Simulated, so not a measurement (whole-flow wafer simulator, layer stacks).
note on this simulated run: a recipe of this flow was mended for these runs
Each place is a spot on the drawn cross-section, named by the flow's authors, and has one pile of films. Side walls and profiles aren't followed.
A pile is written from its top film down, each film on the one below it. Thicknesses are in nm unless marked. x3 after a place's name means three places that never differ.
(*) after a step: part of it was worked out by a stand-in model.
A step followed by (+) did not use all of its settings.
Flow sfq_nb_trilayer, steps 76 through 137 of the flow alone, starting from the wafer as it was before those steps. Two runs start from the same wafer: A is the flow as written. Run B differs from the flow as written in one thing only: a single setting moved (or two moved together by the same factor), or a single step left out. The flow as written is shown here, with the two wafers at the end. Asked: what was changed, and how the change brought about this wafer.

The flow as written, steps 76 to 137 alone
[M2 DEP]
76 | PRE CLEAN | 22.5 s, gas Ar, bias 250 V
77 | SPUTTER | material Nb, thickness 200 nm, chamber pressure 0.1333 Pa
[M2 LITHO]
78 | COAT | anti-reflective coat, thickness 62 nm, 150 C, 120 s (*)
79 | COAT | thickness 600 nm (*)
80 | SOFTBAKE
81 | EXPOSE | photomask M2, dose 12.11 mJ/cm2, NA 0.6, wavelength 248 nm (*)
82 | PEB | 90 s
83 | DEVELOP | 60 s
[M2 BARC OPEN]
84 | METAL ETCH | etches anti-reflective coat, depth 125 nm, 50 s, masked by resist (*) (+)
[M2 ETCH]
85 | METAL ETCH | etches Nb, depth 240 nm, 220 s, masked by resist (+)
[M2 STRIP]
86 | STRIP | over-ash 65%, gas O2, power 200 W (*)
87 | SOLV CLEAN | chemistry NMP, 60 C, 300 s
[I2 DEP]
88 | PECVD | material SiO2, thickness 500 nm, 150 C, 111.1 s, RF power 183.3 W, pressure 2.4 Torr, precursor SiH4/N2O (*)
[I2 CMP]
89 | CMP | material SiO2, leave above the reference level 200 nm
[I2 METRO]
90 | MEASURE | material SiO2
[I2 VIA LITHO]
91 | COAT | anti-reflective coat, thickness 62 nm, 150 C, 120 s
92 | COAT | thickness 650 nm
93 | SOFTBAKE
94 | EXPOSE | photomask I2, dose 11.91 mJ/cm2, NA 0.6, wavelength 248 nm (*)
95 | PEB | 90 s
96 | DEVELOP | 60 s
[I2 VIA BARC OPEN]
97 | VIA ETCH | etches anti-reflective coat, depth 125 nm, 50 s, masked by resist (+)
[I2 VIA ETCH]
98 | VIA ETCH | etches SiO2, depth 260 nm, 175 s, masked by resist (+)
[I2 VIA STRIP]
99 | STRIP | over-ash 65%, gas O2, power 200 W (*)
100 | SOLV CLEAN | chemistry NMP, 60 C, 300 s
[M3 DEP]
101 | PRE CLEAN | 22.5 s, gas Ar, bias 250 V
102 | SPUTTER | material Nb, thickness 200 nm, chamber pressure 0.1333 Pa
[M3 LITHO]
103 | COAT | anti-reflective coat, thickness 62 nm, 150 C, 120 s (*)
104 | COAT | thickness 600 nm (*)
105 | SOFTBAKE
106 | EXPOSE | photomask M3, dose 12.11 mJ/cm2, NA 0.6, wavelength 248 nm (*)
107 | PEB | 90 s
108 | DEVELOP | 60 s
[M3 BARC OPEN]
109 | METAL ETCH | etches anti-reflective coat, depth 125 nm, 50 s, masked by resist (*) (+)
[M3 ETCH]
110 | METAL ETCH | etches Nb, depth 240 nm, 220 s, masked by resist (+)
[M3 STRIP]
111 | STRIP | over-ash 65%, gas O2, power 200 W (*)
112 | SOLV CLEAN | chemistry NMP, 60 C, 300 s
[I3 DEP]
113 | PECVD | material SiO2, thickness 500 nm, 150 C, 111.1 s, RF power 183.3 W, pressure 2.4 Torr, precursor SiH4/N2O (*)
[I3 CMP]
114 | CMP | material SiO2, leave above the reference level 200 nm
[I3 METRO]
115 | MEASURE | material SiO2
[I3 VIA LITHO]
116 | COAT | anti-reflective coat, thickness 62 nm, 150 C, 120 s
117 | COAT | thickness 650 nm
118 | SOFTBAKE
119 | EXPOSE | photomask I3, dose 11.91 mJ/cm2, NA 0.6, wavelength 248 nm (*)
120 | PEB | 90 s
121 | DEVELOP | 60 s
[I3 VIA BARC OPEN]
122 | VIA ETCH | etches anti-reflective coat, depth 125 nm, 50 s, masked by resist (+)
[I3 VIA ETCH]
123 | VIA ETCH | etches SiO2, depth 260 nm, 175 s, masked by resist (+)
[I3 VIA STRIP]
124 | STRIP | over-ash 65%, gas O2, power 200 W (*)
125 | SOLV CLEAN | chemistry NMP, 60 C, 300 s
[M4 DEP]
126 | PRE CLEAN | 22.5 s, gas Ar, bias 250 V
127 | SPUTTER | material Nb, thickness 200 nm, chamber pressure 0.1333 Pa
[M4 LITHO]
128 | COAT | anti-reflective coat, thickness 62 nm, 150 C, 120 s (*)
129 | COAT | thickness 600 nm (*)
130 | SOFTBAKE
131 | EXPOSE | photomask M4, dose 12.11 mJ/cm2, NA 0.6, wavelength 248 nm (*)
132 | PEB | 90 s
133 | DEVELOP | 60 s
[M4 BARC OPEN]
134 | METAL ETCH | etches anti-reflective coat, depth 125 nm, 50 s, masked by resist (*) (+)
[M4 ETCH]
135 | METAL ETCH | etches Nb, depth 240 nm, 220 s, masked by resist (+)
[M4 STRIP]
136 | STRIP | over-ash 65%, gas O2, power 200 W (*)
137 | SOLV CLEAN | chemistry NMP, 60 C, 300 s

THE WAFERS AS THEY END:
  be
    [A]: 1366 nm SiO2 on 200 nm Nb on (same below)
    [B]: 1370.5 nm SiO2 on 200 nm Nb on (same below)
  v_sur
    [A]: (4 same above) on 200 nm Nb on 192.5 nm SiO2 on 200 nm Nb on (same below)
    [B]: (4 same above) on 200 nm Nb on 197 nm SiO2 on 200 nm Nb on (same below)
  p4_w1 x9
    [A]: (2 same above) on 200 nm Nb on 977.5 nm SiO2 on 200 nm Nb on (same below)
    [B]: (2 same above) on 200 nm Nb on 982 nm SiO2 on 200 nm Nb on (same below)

What caused this: step 76, PRE CLEAN: 9 s was run, whereas the flow has 22.5 s.

The path from the change to this, step by step:
  76 | PRE CLEAN | 22.5 s, gas Ar, bias 250 V
      field_l, v_sur, via_wl and 102 more: A -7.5 SiO2 | B -3 SiO2
      via_v: A -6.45 Nb | B -2.06 Nb
